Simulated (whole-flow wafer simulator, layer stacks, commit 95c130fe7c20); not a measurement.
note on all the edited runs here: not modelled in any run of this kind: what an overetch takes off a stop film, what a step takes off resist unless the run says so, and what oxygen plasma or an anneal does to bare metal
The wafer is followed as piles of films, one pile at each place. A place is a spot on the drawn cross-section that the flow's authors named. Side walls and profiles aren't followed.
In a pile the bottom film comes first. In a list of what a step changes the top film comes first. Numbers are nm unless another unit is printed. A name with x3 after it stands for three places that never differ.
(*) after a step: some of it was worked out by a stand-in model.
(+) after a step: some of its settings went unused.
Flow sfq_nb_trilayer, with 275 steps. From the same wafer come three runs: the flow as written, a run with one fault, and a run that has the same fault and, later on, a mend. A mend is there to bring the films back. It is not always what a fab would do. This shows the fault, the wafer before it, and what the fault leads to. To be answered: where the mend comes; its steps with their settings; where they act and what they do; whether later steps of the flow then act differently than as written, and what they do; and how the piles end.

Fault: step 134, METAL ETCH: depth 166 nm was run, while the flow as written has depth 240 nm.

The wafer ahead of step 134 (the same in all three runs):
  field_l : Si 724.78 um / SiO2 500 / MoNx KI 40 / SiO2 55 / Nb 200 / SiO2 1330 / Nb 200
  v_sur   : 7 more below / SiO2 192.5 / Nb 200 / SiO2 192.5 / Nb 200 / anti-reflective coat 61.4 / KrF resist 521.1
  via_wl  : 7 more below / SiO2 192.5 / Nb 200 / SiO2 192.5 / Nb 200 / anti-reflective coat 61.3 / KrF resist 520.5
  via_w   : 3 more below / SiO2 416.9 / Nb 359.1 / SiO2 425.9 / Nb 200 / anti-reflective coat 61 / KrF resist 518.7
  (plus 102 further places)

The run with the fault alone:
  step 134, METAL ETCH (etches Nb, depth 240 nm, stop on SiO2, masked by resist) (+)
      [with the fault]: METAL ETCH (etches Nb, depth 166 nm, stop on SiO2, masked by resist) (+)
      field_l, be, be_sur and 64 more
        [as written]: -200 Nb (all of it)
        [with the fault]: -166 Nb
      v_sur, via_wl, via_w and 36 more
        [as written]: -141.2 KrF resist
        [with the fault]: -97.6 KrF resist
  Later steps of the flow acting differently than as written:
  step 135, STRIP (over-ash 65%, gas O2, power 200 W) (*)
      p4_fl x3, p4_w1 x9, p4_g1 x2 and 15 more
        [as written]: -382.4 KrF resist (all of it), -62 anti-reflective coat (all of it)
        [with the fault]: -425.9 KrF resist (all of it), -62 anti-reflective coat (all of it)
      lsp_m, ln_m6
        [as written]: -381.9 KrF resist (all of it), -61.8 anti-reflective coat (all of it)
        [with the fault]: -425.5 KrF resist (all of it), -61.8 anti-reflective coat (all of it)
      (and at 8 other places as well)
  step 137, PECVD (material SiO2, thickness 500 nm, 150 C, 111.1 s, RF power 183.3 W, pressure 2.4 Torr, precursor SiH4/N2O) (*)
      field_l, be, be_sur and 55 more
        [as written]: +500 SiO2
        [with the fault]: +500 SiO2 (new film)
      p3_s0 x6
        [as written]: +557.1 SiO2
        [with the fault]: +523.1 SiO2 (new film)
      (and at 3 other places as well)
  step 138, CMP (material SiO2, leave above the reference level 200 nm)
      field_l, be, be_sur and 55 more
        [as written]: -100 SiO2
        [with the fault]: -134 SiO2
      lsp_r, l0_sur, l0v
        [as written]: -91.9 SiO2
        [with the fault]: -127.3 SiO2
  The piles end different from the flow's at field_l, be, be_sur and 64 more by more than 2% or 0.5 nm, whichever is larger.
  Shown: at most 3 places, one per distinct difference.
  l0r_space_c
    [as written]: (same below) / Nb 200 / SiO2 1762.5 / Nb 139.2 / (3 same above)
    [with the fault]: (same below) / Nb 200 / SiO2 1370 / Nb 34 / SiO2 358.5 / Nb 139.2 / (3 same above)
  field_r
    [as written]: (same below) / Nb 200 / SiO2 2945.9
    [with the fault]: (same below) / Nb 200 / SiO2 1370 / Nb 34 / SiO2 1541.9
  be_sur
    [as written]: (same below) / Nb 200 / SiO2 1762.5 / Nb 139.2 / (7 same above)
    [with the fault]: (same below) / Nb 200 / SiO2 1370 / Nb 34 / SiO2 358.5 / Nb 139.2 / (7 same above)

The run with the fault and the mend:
  The mend stands after step 134.
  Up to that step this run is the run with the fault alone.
  step 134a, METAL ETCH (etches Nb, depth 74 nm, stop on SiO2, masked by resist) (+) (a further turn of the flow's step 134, with different settings)
      field_l, be, be_sur and 64 more
        -34 Nb (all of it)
      v_sur, via_wl, via_w and 36 more
        -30 KrF resist
  Later steps of the flow acting differently than as written:
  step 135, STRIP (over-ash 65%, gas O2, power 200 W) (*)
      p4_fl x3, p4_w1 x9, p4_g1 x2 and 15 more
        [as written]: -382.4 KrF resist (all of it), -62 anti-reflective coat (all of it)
        [with the mend]: -395.9 KrF resist (all of it), -62 anti-reflective coat (all of it)
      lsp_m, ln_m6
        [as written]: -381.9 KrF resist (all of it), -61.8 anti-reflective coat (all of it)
        [with the mend]: -395.5 KrF resist (all of it), -61.8 anti-reflective coat (all of it)
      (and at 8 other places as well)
  At every place that both follow, the piles at the end match the flow's.
